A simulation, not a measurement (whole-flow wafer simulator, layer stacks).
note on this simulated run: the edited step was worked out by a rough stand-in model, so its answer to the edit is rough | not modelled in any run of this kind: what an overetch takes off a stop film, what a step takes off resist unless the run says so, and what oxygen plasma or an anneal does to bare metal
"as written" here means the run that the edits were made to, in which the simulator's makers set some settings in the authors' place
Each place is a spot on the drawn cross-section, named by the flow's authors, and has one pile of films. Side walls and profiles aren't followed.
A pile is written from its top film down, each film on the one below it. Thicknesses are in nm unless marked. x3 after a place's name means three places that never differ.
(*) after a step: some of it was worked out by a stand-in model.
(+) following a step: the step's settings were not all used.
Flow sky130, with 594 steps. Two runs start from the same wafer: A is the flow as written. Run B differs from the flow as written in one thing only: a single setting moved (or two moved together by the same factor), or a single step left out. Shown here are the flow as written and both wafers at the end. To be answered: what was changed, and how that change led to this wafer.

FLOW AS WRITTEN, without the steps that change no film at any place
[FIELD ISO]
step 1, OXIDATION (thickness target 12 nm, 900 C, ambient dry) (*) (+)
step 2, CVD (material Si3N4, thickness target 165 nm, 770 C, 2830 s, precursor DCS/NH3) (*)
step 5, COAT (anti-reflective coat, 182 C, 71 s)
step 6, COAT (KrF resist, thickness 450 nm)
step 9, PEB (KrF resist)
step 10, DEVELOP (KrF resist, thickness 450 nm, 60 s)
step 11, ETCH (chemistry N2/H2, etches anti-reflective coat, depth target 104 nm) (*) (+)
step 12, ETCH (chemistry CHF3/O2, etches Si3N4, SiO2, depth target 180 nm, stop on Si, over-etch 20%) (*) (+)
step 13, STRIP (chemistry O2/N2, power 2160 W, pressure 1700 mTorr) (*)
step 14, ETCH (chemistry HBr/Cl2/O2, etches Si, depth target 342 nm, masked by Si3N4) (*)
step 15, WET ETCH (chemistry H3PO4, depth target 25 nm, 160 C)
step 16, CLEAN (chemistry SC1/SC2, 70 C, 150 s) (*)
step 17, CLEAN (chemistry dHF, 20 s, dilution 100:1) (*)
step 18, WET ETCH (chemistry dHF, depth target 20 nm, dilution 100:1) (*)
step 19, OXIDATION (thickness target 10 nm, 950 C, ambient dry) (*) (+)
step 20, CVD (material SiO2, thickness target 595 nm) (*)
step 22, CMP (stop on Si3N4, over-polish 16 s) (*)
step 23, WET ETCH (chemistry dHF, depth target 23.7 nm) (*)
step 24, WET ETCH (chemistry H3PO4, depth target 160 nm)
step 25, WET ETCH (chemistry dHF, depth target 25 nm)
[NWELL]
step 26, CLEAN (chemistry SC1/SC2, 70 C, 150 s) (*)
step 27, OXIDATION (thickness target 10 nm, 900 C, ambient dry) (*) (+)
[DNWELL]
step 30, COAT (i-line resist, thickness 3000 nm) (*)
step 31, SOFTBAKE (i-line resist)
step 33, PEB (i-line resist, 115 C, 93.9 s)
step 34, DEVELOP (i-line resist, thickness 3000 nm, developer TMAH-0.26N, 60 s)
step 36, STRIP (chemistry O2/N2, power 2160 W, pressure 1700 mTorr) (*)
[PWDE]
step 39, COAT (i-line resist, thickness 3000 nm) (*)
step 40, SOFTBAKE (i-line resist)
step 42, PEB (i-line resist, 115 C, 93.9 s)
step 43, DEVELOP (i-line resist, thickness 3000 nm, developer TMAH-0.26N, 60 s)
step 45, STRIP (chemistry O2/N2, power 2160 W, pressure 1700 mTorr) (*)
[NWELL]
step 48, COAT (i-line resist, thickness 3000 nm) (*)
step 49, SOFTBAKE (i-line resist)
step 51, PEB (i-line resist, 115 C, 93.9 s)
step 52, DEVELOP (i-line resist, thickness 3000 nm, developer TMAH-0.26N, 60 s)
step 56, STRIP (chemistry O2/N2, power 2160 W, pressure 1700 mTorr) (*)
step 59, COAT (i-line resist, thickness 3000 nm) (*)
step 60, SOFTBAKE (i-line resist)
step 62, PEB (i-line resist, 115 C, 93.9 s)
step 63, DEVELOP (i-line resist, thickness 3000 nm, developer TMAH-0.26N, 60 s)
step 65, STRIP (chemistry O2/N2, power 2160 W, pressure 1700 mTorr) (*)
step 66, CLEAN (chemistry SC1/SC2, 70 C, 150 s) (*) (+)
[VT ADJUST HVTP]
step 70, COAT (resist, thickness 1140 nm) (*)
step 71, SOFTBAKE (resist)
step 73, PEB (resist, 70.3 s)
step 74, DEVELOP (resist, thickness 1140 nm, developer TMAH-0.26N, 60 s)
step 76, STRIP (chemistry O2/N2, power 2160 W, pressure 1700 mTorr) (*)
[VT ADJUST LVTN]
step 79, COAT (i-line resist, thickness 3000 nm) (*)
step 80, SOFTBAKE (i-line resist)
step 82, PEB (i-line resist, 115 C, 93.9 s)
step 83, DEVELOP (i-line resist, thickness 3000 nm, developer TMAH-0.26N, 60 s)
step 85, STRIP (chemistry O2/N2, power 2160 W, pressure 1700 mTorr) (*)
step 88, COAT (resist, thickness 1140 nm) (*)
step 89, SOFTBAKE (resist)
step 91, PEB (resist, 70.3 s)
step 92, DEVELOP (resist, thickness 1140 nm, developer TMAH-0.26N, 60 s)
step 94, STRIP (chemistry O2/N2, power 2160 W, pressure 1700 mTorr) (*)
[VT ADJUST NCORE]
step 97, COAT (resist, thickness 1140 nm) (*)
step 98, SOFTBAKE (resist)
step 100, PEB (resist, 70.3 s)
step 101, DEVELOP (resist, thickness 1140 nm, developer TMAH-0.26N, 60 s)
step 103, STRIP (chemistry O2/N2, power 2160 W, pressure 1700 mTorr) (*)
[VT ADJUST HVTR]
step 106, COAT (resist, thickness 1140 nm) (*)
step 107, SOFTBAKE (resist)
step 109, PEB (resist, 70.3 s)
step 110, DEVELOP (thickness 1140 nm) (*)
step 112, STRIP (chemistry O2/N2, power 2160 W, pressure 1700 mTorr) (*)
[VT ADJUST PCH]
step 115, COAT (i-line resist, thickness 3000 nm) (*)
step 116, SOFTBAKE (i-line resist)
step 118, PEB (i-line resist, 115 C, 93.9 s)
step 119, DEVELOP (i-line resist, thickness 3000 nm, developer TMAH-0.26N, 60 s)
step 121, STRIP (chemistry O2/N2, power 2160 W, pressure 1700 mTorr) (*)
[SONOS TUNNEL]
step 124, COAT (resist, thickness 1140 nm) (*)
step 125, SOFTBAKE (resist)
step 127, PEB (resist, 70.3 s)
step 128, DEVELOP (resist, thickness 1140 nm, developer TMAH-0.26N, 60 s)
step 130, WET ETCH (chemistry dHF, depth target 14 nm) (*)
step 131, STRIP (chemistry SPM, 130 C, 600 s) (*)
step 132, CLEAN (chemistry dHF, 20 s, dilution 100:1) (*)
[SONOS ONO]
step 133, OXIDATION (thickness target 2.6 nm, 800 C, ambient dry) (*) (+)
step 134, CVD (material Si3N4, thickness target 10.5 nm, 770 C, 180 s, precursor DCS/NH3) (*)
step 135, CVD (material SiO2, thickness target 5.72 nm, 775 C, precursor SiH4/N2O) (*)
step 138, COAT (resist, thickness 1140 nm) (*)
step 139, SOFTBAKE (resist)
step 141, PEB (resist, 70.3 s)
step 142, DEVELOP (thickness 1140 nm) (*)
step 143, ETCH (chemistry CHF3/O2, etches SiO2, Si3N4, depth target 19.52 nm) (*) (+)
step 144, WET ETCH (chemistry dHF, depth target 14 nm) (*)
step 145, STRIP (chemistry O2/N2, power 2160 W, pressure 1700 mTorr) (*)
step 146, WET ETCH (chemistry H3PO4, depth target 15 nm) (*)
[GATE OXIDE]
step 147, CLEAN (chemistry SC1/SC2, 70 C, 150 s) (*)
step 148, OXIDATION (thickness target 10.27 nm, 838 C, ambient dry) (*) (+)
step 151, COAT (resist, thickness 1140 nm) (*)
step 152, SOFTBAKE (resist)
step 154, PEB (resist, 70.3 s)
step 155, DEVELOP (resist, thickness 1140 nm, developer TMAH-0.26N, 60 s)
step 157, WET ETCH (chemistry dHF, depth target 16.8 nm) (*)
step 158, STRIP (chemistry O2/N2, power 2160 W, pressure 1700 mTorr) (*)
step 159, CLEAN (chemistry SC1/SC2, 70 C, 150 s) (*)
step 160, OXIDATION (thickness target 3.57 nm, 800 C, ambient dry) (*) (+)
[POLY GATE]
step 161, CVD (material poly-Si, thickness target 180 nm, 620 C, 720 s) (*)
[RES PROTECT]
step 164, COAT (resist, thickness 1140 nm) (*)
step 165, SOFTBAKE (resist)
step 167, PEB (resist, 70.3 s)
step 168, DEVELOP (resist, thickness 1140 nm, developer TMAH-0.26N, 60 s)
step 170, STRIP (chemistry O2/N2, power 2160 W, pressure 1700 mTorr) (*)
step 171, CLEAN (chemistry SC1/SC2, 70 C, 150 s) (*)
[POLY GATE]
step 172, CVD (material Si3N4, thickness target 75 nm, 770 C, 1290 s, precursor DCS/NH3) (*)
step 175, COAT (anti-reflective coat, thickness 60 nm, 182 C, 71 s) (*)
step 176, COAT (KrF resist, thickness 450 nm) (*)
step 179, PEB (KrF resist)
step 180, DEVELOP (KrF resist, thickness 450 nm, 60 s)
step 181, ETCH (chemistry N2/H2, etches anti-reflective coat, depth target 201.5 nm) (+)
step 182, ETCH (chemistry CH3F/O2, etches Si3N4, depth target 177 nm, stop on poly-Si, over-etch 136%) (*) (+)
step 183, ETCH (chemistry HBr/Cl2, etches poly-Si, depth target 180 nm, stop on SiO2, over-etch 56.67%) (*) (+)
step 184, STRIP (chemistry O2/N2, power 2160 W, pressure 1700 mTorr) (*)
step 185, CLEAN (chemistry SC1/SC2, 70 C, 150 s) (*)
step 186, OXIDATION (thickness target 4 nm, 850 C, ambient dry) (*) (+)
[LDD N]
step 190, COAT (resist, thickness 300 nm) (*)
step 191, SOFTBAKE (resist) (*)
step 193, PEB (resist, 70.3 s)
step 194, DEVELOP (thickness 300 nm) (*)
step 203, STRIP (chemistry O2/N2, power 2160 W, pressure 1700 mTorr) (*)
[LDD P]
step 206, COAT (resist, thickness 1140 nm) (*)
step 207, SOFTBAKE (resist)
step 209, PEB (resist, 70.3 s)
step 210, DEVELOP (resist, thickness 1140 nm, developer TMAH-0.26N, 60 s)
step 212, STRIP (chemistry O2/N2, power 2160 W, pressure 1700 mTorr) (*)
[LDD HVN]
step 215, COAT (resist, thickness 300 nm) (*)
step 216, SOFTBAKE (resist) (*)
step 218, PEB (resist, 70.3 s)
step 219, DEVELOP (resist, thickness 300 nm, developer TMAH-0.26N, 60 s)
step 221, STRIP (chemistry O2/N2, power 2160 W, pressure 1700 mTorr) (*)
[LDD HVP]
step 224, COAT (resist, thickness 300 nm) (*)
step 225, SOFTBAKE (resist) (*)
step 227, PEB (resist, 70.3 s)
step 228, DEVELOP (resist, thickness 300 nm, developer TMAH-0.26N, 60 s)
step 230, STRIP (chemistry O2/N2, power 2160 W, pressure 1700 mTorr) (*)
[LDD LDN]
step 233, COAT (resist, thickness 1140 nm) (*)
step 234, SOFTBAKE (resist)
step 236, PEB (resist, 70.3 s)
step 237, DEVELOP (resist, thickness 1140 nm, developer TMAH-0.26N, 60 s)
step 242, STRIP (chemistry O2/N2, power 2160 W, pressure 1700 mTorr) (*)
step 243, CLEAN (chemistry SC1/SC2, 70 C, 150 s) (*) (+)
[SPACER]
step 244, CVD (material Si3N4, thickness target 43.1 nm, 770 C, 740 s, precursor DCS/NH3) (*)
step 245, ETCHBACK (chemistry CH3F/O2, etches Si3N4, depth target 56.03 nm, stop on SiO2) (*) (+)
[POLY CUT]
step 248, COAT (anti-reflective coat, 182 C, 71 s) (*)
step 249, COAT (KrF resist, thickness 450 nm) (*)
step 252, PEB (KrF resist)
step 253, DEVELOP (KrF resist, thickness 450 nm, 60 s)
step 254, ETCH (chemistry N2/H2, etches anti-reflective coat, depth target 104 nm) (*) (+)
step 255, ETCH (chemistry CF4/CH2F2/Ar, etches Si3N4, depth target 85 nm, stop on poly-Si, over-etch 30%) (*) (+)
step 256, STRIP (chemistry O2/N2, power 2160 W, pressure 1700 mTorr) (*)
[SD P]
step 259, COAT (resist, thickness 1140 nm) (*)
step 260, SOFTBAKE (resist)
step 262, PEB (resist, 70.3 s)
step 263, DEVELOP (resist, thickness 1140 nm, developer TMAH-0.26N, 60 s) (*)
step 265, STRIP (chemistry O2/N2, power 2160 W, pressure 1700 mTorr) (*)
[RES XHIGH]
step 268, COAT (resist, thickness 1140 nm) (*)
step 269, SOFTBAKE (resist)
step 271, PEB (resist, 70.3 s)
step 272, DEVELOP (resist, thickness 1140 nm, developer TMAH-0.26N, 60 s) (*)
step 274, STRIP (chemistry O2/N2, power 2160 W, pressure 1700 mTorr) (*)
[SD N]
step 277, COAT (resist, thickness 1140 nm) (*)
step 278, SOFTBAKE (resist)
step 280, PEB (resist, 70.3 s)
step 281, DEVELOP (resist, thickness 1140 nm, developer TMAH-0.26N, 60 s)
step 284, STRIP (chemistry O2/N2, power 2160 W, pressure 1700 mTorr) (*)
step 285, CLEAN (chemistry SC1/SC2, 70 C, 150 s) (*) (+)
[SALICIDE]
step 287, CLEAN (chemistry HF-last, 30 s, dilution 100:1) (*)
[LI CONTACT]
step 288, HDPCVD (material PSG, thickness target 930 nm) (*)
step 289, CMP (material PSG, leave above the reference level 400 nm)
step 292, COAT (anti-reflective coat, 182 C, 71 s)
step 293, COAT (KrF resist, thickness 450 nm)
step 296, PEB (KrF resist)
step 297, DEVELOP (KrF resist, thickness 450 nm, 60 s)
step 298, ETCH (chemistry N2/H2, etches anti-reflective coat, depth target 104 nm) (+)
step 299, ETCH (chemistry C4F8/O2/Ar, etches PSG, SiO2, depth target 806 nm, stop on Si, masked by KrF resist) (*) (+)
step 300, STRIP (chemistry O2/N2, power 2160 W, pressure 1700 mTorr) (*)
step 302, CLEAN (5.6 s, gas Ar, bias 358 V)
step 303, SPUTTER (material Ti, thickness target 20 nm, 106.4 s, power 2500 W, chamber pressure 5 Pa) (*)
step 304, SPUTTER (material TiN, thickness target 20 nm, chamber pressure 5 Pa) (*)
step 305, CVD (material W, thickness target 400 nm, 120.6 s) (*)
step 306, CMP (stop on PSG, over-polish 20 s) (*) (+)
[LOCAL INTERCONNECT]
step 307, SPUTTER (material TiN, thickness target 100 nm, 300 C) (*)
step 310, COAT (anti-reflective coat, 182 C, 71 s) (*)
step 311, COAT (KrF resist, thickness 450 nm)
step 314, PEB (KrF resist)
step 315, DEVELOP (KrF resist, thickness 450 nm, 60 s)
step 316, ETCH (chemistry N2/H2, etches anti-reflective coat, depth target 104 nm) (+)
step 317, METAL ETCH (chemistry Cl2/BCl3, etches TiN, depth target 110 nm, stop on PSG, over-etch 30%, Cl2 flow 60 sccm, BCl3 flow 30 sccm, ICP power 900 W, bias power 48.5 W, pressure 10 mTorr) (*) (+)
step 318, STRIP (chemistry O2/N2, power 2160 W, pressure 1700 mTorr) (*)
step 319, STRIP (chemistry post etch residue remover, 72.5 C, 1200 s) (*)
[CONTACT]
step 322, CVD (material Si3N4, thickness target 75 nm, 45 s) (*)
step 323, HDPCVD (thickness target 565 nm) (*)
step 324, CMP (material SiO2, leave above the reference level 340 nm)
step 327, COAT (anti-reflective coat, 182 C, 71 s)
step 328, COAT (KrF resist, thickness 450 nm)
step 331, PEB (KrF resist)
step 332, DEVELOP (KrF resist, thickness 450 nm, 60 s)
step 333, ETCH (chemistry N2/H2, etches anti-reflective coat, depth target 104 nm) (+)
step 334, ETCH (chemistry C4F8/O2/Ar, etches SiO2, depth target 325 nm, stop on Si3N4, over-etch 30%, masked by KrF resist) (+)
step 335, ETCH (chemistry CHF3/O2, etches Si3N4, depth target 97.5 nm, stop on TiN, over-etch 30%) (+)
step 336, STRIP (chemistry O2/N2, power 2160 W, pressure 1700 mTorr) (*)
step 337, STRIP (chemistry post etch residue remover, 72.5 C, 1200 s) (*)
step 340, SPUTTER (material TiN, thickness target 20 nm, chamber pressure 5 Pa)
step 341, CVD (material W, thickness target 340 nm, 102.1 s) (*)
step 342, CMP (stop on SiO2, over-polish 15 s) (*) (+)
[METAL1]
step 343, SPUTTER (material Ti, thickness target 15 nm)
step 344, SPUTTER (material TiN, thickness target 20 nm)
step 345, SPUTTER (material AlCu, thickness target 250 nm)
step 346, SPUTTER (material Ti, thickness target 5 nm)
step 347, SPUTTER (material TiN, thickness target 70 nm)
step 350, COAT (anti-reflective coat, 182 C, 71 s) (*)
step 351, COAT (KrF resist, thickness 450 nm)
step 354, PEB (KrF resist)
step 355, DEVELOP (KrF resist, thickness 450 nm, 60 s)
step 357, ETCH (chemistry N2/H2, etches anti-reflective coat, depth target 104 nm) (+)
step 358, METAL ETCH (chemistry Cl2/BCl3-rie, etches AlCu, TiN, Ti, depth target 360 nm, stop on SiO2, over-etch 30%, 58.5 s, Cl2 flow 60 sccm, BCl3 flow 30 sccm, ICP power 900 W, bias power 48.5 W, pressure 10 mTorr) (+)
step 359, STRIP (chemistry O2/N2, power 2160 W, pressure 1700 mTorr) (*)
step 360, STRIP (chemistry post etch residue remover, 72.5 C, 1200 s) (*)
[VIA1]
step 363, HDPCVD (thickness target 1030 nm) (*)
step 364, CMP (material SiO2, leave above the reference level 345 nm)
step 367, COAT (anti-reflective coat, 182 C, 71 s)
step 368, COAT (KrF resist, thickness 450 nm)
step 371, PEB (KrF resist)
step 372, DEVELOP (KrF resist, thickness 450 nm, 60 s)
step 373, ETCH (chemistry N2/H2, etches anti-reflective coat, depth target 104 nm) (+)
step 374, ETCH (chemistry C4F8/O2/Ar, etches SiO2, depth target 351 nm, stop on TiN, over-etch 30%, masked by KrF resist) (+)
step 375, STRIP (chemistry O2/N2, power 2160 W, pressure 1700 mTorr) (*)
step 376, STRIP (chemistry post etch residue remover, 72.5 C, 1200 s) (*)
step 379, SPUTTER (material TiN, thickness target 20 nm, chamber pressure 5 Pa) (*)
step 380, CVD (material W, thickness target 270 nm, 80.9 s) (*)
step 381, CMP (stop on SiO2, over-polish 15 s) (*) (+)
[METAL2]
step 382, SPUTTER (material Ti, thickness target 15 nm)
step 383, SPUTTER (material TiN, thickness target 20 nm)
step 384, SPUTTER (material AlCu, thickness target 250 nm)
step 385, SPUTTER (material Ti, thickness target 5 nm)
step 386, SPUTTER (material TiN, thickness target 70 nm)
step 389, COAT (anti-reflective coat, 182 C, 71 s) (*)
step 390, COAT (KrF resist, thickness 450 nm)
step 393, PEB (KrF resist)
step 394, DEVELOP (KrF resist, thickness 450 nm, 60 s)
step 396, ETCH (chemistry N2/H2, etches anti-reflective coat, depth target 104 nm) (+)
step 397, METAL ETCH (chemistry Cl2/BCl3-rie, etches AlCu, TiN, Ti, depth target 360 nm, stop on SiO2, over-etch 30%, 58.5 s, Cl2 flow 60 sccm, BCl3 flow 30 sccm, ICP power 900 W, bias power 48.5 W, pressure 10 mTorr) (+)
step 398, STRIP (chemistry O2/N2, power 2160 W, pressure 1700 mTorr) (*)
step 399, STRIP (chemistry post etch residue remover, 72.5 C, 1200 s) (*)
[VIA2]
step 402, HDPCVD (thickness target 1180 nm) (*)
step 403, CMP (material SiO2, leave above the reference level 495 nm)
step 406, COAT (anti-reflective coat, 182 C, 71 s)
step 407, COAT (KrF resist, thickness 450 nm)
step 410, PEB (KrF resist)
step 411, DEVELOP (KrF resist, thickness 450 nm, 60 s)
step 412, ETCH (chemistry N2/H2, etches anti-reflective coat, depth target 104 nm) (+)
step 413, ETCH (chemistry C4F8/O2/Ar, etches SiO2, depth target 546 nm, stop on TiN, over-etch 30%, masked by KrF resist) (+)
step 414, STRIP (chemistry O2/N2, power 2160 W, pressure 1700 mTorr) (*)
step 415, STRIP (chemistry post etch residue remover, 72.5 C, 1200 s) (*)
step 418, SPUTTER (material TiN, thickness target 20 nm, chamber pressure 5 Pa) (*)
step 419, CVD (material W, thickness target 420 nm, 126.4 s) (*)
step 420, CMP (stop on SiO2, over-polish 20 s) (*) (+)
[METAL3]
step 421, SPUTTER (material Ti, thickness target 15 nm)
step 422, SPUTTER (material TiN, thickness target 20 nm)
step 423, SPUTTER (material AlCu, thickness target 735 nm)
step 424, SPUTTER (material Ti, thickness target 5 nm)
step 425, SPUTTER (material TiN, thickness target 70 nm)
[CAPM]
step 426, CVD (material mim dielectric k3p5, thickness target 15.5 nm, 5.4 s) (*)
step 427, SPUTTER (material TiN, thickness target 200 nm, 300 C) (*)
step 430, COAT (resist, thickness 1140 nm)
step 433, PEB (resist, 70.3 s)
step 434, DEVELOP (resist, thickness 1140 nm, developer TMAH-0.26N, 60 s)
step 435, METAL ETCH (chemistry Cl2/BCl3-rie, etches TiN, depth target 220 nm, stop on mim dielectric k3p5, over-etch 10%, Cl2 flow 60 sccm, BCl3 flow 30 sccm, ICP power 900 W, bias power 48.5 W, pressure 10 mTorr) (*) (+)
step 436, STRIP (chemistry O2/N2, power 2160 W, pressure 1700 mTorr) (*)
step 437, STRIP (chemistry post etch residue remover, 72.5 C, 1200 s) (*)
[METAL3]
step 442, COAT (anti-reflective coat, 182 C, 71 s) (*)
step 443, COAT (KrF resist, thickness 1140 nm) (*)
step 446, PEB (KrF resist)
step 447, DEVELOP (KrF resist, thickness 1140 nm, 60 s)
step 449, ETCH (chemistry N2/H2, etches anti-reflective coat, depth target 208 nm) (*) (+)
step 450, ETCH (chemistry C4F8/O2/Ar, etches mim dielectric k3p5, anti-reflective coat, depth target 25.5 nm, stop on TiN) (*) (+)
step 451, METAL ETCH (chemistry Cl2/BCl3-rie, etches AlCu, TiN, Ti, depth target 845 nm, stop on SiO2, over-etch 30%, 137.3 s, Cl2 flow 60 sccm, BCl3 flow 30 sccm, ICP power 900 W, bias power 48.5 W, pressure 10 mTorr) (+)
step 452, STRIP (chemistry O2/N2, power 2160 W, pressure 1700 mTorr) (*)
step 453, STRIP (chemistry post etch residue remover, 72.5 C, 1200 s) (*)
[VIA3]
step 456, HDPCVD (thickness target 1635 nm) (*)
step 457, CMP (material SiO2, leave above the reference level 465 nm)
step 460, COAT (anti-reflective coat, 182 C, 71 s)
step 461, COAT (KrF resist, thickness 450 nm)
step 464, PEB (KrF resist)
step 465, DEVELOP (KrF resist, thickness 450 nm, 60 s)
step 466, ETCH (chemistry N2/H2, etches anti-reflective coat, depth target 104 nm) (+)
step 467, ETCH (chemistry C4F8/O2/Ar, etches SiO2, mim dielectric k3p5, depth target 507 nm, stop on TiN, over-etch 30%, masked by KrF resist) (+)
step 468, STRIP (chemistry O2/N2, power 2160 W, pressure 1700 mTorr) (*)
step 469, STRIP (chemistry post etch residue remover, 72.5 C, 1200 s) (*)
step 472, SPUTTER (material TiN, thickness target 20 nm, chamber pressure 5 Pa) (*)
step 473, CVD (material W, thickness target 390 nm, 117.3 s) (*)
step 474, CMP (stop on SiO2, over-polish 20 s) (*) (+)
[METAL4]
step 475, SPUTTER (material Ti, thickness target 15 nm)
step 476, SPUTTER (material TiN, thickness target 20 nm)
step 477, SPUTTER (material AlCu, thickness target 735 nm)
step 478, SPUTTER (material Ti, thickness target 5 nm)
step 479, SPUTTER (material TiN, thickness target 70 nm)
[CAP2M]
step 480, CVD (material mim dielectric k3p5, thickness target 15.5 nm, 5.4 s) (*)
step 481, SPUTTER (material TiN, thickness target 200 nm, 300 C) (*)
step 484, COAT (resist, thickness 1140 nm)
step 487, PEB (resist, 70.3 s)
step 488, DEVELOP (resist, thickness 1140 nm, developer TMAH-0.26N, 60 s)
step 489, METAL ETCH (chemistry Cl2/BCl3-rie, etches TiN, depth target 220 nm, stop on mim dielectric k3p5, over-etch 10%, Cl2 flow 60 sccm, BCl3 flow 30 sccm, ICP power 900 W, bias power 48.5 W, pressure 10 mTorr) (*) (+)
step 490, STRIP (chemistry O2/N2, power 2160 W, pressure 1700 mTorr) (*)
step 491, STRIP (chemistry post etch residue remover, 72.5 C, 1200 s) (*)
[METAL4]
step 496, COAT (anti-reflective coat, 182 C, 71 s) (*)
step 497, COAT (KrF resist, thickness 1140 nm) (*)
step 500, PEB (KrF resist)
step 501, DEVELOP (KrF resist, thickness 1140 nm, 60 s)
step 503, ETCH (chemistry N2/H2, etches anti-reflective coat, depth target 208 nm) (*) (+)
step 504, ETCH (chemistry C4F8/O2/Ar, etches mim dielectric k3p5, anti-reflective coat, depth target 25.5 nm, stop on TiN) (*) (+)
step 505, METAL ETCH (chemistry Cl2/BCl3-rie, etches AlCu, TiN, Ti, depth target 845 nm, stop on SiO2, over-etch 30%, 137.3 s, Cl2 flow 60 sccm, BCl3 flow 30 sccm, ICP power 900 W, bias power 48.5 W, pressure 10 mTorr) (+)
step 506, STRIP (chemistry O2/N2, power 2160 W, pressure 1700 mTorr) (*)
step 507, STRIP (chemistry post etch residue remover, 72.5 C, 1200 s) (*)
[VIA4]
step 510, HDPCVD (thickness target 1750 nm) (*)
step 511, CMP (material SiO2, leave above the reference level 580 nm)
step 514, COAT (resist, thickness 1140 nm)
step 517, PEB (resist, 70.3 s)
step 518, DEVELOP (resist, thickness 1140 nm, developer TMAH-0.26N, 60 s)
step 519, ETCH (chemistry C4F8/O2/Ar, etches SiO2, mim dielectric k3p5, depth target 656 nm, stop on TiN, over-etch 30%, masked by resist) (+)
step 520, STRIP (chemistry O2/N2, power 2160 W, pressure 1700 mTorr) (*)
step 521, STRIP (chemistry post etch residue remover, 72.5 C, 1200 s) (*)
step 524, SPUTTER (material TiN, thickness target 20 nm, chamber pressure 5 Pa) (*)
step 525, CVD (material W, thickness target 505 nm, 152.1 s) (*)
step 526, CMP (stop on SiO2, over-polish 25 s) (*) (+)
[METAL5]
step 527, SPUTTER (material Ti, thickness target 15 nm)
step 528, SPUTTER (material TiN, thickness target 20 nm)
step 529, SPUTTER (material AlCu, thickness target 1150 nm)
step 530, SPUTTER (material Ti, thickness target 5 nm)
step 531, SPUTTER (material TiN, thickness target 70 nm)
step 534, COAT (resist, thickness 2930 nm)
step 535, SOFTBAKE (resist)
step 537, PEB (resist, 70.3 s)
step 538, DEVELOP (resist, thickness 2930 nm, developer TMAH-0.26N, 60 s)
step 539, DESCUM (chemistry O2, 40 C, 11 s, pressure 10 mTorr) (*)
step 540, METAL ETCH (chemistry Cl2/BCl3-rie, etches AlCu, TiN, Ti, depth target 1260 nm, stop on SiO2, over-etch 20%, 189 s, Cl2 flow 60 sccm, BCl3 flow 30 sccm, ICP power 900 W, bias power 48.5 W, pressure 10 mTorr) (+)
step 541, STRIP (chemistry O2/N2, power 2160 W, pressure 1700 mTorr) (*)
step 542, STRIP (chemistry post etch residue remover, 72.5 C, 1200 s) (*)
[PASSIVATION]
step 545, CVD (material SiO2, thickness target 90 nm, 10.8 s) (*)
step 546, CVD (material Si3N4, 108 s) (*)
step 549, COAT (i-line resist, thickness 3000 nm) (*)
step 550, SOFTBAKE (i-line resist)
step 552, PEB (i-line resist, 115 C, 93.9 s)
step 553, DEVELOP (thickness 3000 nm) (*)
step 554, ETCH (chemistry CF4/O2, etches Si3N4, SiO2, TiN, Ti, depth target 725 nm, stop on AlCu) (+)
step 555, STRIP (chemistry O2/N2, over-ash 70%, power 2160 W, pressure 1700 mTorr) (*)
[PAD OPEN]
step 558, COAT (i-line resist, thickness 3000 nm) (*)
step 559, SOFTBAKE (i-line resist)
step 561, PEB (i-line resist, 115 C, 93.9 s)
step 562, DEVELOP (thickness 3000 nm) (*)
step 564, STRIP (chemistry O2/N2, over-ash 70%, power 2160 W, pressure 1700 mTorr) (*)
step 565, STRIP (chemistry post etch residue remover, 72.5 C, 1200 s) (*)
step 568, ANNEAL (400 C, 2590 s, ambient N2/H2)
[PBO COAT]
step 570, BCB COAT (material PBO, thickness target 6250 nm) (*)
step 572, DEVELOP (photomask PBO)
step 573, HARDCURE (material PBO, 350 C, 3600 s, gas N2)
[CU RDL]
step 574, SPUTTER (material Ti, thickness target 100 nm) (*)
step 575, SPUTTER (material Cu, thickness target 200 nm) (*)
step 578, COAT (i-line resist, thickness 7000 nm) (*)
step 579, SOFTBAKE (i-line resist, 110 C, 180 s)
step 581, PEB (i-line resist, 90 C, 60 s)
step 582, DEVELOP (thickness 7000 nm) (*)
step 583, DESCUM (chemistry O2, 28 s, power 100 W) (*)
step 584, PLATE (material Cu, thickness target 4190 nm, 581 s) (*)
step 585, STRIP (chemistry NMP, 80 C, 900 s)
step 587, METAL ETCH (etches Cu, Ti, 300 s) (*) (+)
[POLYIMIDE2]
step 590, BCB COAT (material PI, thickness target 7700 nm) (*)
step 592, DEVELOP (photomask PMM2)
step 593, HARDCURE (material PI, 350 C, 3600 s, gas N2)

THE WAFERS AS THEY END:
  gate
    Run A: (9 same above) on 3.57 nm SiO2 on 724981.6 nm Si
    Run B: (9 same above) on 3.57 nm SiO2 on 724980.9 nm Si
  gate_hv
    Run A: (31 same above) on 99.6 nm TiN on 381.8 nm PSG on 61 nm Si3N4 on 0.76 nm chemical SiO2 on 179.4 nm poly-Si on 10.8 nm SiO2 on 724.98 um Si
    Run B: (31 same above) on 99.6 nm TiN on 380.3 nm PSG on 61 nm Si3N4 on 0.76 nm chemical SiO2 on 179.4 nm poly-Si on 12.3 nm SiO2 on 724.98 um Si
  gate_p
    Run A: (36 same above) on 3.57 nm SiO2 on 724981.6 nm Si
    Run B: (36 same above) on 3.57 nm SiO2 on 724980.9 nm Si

Cause: step 148, OXIDATION: thickness target 11.81 nm was run, though the flow has thickness target 10.27 nm.

Step by step, how the change led to this:
  step 148, OXIDATION (thickness target 10.27 nm, 838 C, ambient dry) (*) (+)
      active, n_well, p_well and 98 more: A SiO2 gains 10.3 (new film), chemical SiO2 loses 0.76 (all of it), Si loses 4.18 | B SiO2 gains 11.8 (new film), chemical SiO2 loses 0.76 (all of it), Si loses 4.86
  step 157, WET ETCH (chemistry dHF, depth target 16.8 nm) (*)
      active, n_well, p_well and 58 more: A SiO2 loses 10.3 (all of it) | B SiO2 loses 11.8 (all of it)
  step 248, COAT (anti-reflective coat, 182 C, 71 s) (*)
      m1: A anti-reflective coat gains 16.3 (new film) | B anti-reflective coat gains 15.7 (new film)
  step 256, STRIP (chemistry O2/N2, power 2160 W, pressure 1700 mTorr) (*)
      m1: A KrF resist loses 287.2 (all of it), anti-reflective coat loses 16.3 (all of it) | B KrF resist loses 286.8 (all of it), anti-reflective coat loses 15.7 (all of it)
  step 306, CMP (stop on PSG, over-polish 20 s) (*) (+)
      poly_licon: A W loses 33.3 | B W loses 34.1
